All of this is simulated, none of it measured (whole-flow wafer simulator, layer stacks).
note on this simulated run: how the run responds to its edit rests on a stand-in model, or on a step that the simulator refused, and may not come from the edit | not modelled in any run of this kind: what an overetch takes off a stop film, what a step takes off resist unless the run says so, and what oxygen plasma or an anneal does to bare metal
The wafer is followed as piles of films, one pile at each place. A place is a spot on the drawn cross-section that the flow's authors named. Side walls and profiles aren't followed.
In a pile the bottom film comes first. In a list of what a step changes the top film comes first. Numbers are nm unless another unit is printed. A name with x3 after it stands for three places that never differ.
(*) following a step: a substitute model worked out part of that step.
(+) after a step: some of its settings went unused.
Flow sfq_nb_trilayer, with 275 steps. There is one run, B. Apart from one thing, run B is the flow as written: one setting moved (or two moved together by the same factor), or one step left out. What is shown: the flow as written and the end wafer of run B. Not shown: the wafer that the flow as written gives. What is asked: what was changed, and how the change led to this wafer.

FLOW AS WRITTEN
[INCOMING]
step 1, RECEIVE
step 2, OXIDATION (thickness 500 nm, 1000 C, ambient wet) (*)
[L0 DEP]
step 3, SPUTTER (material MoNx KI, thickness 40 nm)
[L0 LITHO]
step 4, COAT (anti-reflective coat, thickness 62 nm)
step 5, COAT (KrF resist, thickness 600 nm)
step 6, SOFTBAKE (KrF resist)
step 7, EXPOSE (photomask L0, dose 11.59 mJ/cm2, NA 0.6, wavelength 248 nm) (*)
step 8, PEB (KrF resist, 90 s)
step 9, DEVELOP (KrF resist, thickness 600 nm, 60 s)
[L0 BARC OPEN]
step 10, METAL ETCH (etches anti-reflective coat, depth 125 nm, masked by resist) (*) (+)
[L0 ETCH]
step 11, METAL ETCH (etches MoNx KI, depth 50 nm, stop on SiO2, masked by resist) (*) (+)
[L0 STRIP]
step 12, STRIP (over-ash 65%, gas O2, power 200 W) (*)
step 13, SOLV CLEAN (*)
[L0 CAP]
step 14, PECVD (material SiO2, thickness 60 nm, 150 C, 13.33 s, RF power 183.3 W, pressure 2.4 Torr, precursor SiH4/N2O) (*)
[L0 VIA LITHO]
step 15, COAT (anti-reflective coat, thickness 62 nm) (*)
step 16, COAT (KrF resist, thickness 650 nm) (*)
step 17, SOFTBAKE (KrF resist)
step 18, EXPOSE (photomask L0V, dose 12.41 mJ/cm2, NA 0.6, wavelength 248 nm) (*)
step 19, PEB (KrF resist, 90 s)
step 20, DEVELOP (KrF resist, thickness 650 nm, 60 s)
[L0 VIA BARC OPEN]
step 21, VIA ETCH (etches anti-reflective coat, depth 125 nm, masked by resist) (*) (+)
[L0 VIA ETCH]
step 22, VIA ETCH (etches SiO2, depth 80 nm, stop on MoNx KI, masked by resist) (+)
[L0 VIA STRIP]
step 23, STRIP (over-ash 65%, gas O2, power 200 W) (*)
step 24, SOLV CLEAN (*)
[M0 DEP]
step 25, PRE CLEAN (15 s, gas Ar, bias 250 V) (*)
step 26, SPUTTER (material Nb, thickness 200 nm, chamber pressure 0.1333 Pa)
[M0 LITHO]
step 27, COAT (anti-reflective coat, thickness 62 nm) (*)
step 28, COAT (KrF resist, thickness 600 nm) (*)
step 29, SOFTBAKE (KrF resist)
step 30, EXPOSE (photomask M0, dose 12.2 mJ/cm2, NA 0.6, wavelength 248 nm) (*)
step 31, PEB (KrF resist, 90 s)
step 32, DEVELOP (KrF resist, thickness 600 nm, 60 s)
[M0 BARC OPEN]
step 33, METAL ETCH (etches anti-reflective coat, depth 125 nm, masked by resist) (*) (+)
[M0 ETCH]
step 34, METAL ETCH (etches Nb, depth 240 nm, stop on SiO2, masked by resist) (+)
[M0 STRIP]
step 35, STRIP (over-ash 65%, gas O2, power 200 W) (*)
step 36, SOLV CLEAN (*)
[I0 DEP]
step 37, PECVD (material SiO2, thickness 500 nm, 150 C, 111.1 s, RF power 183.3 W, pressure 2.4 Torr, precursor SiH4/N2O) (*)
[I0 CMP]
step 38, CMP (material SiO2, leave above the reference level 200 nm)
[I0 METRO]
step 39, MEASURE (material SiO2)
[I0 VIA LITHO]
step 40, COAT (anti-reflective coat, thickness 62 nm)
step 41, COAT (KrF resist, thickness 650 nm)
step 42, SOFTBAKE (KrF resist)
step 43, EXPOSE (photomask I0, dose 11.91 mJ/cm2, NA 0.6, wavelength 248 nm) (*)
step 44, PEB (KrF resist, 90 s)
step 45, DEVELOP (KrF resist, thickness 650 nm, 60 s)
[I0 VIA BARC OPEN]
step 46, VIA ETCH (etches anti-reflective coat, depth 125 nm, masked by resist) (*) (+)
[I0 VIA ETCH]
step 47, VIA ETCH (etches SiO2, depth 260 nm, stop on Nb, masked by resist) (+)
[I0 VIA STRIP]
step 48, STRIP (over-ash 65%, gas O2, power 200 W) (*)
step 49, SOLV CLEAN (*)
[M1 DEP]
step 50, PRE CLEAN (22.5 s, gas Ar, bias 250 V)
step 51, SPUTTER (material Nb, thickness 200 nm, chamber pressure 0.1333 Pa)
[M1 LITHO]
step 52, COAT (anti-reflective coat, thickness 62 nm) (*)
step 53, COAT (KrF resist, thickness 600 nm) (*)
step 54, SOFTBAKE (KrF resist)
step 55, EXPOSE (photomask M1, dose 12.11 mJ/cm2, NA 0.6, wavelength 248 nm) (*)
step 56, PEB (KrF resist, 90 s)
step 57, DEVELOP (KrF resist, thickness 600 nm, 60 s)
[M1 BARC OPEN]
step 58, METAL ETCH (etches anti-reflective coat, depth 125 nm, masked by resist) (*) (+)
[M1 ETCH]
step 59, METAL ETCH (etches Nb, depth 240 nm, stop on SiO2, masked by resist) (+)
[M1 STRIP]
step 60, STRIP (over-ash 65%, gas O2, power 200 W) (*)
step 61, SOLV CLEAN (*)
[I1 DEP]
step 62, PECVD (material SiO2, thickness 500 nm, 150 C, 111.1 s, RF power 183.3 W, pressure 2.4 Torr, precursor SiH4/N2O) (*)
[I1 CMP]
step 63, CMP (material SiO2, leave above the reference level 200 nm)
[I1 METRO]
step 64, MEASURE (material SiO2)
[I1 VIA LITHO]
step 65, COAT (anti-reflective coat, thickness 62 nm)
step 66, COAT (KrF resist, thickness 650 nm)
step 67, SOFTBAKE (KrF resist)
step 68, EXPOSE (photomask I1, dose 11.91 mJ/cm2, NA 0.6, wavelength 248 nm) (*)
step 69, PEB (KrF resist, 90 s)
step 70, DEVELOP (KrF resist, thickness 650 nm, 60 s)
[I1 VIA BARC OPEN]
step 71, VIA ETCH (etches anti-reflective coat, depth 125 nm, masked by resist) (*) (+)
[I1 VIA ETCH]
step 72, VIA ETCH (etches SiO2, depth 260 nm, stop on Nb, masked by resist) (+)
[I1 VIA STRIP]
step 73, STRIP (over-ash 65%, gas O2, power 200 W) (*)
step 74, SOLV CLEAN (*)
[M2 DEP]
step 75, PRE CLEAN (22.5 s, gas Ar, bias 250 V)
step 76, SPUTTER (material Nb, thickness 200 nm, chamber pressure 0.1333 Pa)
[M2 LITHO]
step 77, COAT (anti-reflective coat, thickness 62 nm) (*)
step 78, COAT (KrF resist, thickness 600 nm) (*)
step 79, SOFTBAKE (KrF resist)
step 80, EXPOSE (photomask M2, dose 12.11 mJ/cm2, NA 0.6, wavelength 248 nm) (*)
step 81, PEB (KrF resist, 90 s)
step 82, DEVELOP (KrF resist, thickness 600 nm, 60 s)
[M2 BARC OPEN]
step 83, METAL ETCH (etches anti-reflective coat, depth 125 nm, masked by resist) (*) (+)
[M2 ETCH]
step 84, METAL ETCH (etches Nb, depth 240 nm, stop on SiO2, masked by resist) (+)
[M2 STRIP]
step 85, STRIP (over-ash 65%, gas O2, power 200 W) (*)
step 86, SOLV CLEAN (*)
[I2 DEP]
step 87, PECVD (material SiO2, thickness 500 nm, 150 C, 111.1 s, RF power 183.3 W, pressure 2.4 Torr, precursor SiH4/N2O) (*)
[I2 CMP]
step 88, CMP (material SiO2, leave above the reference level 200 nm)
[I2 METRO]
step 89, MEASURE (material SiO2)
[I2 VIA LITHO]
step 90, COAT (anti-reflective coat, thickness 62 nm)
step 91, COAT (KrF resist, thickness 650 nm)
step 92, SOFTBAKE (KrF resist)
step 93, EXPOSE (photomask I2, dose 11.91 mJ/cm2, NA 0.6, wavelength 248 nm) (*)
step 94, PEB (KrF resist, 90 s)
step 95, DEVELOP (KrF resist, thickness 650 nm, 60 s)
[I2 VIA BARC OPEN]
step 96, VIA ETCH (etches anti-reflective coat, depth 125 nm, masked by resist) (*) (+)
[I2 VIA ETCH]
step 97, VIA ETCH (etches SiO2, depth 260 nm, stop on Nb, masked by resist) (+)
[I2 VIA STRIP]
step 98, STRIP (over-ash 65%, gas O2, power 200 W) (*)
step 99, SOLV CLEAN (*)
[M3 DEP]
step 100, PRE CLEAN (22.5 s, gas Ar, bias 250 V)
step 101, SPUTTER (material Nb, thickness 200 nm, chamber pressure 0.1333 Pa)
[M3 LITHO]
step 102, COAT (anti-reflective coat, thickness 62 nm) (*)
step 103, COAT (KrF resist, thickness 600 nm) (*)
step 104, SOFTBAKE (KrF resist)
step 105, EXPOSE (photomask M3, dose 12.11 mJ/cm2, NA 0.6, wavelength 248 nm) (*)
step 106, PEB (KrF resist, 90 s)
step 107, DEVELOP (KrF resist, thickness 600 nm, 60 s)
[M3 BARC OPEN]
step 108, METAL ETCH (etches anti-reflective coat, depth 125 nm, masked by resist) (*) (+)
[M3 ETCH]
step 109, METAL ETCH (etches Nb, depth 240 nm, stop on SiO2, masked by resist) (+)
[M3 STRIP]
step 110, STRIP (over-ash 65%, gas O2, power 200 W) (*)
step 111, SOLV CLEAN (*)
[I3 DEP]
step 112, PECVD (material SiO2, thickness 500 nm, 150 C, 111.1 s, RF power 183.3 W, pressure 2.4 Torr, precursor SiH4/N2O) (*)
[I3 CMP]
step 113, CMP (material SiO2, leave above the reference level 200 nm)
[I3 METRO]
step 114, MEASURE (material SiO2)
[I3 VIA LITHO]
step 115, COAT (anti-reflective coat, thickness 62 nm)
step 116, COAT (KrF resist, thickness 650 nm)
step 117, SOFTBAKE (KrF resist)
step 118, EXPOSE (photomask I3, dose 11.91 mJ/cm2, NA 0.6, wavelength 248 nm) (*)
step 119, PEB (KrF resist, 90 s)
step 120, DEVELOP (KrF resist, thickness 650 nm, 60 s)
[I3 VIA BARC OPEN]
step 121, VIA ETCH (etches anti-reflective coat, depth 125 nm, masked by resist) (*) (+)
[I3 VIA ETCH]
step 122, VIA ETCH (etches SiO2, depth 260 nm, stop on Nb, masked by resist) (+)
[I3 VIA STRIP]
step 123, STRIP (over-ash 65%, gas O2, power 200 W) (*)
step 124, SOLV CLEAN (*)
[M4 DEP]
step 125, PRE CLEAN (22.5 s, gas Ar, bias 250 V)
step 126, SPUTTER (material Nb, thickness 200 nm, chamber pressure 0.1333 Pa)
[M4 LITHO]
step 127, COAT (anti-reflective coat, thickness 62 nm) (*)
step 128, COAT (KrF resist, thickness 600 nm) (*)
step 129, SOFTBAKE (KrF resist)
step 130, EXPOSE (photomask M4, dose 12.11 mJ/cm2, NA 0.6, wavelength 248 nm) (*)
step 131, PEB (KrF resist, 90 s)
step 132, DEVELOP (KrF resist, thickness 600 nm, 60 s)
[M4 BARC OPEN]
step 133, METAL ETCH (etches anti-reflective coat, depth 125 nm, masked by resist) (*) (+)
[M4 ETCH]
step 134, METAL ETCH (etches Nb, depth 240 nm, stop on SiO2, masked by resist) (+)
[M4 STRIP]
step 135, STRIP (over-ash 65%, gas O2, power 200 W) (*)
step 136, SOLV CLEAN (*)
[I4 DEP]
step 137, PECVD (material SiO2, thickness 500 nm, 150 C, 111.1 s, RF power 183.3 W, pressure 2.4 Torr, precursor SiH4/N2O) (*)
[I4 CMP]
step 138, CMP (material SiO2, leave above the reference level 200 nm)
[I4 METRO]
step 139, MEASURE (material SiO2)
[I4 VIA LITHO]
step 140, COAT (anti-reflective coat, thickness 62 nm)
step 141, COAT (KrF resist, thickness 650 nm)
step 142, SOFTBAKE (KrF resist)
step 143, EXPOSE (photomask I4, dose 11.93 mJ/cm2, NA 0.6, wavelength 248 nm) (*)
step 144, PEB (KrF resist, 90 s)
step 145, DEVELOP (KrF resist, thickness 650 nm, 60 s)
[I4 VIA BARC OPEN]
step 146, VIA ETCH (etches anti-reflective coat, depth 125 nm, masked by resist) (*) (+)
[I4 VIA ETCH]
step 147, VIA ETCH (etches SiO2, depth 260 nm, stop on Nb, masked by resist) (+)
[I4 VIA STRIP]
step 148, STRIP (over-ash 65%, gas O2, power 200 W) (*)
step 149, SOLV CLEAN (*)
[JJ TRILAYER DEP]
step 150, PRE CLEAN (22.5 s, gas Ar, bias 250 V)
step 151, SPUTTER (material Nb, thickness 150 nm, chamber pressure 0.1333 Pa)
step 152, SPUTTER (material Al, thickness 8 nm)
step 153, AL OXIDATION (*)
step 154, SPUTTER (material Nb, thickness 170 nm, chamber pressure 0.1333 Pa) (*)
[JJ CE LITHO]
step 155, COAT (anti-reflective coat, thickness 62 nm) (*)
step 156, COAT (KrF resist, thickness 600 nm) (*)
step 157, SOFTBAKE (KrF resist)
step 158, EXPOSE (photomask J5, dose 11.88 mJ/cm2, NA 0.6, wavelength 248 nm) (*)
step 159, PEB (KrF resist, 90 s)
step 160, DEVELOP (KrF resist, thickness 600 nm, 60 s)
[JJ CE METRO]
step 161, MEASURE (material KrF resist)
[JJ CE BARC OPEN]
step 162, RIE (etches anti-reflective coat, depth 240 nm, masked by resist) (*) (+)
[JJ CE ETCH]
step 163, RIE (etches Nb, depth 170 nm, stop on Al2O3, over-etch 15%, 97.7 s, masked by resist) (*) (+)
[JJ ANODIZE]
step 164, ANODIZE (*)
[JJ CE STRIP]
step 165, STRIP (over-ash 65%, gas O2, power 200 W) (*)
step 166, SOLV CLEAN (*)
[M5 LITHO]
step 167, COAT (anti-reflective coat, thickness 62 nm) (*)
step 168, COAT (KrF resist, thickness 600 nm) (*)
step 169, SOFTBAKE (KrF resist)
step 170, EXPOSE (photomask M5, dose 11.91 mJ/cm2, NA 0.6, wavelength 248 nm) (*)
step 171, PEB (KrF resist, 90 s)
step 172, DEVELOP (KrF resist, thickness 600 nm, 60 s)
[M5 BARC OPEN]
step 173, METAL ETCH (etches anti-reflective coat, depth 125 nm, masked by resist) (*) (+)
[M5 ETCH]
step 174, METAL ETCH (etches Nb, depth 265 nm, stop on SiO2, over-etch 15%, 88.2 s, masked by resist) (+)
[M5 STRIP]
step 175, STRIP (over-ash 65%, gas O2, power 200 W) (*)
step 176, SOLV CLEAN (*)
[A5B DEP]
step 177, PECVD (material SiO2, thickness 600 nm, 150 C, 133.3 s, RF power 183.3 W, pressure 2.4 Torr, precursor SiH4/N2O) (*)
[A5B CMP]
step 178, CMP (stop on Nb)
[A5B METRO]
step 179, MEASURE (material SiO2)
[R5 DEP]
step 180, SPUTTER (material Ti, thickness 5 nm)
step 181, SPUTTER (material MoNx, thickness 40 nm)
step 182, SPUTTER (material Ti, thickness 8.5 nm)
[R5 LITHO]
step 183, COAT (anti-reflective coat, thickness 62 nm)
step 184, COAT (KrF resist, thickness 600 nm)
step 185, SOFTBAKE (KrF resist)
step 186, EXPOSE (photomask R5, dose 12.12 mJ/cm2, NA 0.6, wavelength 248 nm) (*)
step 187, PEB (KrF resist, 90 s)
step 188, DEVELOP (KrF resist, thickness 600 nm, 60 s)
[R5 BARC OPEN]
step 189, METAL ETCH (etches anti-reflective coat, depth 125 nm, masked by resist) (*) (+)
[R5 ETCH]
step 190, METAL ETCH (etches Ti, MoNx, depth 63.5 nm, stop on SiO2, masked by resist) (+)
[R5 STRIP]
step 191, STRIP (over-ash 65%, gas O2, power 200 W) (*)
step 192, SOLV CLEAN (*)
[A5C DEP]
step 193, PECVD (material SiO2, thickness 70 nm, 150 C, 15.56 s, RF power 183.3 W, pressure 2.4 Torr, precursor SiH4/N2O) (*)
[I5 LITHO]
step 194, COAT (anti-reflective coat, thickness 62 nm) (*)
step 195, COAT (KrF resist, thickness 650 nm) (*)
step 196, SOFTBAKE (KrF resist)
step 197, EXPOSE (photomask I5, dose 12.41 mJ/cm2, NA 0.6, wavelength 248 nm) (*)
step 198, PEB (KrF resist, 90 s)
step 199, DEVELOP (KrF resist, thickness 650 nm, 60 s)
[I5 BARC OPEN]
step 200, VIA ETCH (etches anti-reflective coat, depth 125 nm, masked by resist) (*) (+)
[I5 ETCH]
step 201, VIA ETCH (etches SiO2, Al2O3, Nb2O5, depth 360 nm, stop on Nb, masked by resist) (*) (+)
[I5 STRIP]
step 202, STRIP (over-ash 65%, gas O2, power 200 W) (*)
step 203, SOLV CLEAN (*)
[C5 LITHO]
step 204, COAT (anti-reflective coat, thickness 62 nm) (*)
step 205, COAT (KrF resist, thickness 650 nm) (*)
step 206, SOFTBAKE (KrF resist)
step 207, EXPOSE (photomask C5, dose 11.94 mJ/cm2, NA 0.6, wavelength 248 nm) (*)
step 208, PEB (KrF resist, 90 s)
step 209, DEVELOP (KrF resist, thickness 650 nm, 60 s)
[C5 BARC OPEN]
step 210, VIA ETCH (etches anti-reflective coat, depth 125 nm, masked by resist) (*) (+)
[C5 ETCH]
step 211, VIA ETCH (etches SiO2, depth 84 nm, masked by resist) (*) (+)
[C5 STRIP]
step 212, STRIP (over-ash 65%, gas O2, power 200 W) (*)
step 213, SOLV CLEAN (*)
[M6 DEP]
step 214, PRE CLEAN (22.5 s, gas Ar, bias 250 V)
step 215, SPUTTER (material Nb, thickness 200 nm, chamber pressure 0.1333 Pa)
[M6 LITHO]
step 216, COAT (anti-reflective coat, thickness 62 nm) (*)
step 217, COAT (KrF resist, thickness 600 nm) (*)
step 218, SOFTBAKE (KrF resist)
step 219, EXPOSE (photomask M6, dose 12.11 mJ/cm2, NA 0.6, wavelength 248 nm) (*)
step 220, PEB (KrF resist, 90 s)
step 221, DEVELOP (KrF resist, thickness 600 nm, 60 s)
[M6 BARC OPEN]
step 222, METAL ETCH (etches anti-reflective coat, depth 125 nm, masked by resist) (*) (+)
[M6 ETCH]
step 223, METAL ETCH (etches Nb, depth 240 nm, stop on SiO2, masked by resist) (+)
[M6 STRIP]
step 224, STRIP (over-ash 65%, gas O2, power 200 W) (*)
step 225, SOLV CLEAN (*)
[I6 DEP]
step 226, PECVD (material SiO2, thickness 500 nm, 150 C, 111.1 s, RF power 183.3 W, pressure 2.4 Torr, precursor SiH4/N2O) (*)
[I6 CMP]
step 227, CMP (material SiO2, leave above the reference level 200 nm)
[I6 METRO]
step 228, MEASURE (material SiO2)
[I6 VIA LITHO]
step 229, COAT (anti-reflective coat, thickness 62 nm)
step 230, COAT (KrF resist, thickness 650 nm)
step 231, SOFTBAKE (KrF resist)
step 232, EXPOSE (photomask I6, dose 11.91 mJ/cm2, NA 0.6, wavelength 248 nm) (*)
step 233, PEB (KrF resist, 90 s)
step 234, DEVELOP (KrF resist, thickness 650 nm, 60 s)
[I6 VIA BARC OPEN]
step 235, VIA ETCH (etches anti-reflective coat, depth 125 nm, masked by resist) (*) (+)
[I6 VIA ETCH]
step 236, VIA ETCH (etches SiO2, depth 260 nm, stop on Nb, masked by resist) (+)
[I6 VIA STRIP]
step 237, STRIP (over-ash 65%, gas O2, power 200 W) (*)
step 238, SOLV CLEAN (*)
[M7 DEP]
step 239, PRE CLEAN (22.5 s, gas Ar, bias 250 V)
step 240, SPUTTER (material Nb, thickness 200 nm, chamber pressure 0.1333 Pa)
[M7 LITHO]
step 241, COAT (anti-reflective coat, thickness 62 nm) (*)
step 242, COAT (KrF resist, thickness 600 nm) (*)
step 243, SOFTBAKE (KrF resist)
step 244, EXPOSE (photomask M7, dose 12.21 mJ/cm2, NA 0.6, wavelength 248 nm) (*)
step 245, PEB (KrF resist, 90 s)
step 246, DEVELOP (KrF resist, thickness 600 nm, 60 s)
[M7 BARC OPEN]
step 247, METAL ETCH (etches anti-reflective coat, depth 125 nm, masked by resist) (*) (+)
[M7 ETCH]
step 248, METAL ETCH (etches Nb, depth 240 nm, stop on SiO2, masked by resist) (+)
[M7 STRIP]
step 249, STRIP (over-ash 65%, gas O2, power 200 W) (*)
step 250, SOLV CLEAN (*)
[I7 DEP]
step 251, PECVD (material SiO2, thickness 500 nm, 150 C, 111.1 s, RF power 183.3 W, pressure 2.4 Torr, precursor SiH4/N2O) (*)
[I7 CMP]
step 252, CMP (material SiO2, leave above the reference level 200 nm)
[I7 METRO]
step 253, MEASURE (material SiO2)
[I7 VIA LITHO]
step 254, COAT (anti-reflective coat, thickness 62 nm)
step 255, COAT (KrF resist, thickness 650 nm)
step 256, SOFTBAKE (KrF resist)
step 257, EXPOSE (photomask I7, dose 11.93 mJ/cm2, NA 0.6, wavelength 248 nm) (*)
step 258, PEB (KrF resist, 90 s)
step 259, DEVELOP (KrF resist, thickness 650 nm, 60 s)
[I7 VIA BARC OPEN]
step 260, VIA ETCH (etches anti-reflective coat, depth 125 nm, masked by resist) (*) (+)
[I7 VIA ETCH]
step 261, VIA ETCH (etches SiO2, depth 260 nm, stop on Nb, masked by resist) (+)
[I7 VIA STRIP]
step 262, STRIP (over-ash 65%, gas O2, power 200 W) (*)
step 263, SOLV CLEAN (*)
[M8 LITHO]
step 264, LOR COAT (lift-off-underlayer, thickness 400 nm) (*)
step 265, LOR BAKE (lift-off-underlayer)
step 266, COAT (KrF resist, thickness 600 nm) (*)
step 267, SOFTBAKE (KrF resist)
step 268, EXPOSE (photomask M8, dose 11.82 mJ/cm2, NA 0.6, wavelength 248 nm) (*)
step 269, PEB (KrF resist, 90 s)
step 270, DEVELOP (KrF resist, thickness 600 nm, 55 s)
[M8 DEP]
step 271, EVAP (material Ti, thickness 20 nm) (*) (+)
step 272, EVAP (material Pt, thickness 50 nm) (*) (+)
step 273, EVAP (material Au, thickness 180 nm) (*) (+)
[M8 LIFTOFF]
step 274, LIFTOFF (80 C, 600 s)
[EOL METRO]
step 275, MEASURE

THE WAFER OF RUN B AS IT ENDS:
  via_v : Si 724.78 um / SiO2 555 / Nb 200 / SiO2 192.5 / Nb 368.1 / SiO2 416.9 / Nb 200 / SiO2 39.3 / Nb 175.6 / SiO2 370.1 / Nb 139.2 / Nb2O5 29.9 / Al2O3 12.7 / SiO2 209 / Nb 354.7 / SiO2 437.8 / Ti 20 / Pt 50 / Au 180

Cause: step 122, VIA ETCH: depth 153 nm was run, whereas the flow has depth 260 nm.

The path from the change to this, step by step:
  step 122, VIA ETCH (etches SiO2, depth 260 nm, stop on Nb, masked by resist) (+)
      via_v: -153 SiO2 (it would be, as written: -199.8 SiO2 (all of it))
      field_l, v_sur, via_wl and 102 more: -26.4 KrF resist (it would be, as written: -44.8 KrF resist)
  step 123, STRIP (over-ash 65%, gas O2, power 200 W) (*)
      field_l, v_sur, via_wl and 102 more: -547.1 KrF resist (all of it), -62 anti-reflective coat (all of it) (it would be, as written: -528.6 KrF resist (all of it), -62 anti-reflective coat (all of it))
  step 125, PRE CLEAN (22.5 s, gas Ar, bias 250 V)
      via_v: -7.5 SiO2 (it would be, as written: -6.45 Nb)
  step 126, SPUTTER (material Nb, thickness 200 nm, chamber pressure 0.1333 Pa)
      via_v: +175.6 Nb (new film) (it would be, as written: +165.5 Nb)
  step 127, COAT (anti-reflective coat, thickness 62 nm) (*)
      via_v: +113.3 anti-reflective coat (new film) (it would be, as written: +124.8 anti-reflective coat (new film))
  step 128, COAT (KrF resist, thickness 600 nm) (*)
      via_v: +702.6 KrF resist (new film) (it would be, as written: +739.8 KrF resist (new film))
  step 135, STRIP (over-ash 65%, gas O2, power 200 W) (*)
      via_v: -484.8 KrF resist (all of it), -113.3 anti-reflective coat (all of it) (it would be, as written: -521.8 KrF resist (all of it), -124.8 anti-reflective coat (all of it))
  step 137, PECVD (material SiO2, thickness 500 nm, 150 C, 111.1 s, RF power 183.3 W, pressure 2.4 Torr, precursor SiH4/N2O) (*)
      via_v: +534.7 SiO2 (new film) (it would be, as written: +615 SiO2 (new film))
  step 138, CMP (material SiO2, leave above the reference level 200 nm)
      via_v: -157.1 SiO2 (it would be, as written: -181.6 SiO2)
Taking metal films that touch as one body, via_v has 7 bodies (between them, from the top down: SiO2 437.8; SiO2 209 / Al2O3 12.7 / Nb2O5 29.9; SiO2 370.1; SiO2 39.3; SiO2 416.9; SiO2 192.5); the flow as written gives 6 bodies (between them, from the top down: SiO2 437.8; SiO2 209 / Al2O3 12.7 / Nb2O5 29.9; SiO2 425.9; SiO2 416.9; SiO2 192.5).
